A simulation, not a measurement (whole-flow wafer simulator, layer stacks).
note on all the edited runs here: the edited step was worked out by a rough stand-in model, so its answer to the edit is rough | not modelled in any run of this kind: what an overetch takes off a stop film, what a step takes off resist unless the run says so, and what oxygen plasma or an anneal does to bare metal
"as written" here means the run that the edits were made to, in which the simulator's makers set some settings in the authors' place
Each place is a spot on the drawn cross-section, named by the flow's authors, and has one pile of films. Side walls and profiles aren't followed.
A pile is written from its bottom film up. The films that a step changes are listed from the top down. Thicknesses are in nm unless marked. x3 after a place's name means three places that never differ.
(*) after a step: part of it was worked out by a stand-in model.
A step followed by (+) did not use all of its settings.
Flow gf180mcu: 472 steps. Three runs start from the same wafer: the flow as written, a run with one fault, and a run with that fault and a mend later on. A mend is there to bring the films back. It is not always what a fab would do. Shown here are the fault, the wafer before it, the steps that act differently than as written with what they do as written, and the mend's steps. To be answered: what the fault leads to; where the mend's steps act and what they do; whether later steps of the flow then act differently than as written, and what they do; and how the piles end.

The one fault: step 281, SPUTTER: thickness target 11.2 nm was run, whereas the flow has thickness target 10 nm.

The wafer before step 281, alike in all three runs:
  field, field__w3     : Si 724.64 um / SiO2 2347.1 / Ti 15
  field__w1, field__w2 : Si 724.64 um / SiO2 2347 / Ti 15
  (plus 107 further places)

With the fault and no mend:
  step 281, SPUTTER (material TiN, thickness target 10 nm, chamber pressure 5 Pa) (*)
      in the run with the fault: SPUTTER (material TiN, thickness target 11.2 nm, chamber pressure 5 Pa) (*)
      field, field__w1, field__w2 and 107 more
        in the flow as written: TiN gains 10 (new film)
        in the run with the fault: TiN gains 11.2 (new film)
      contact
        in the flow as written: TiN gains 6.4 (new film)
        in the run with the fault: TiN gains 7.17 (new film)
  Steps later in the flow that act otherwise than as written (1 more step, not shown, differs only slightly: by at most 2% or 0.5 nm, whichever is larger):
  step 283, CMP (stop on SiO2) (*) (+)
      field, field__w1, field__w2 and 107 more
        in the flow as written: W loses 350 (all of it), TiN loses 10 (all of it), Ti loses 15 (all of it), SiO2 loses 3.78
        in the run with the fault: W loses 350 (all of it), TiN loses 11.2 (all of it), Ti loses 15 (all of it), SiO2 loses 3.8
  At contact, the piles at the end differ from the flow's by more than 2% or 0.5 nm, whichever is larger.
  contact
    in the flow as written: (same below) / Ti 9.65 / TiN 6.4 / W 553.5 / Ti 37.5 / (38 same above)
    in the run with the fault: (same below) / Ti 9.65 / TiN 7.17 / W 552.7 / Ti 37.5 / (38 same above)

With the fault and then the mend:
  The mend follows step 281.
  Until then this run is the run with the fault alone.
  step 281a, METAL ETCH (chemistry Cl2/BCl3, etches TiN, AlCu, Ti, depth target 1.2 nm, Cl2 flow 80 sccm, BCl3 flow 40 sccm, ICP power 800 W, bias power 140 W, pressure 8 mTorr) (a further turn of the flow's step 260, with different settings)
      field, field__w1, field__w2 and 108 more
        TiN loses 1.2
  Later steps of the flow that are run all act as written at every place that is followed, up to a difference of at most 2% or 0.5 nm, whichever is larger.
  The piles end only slightly different from the flow's at the places that both follow, by no more than 2% or 0.5 nm, whichever is larger.
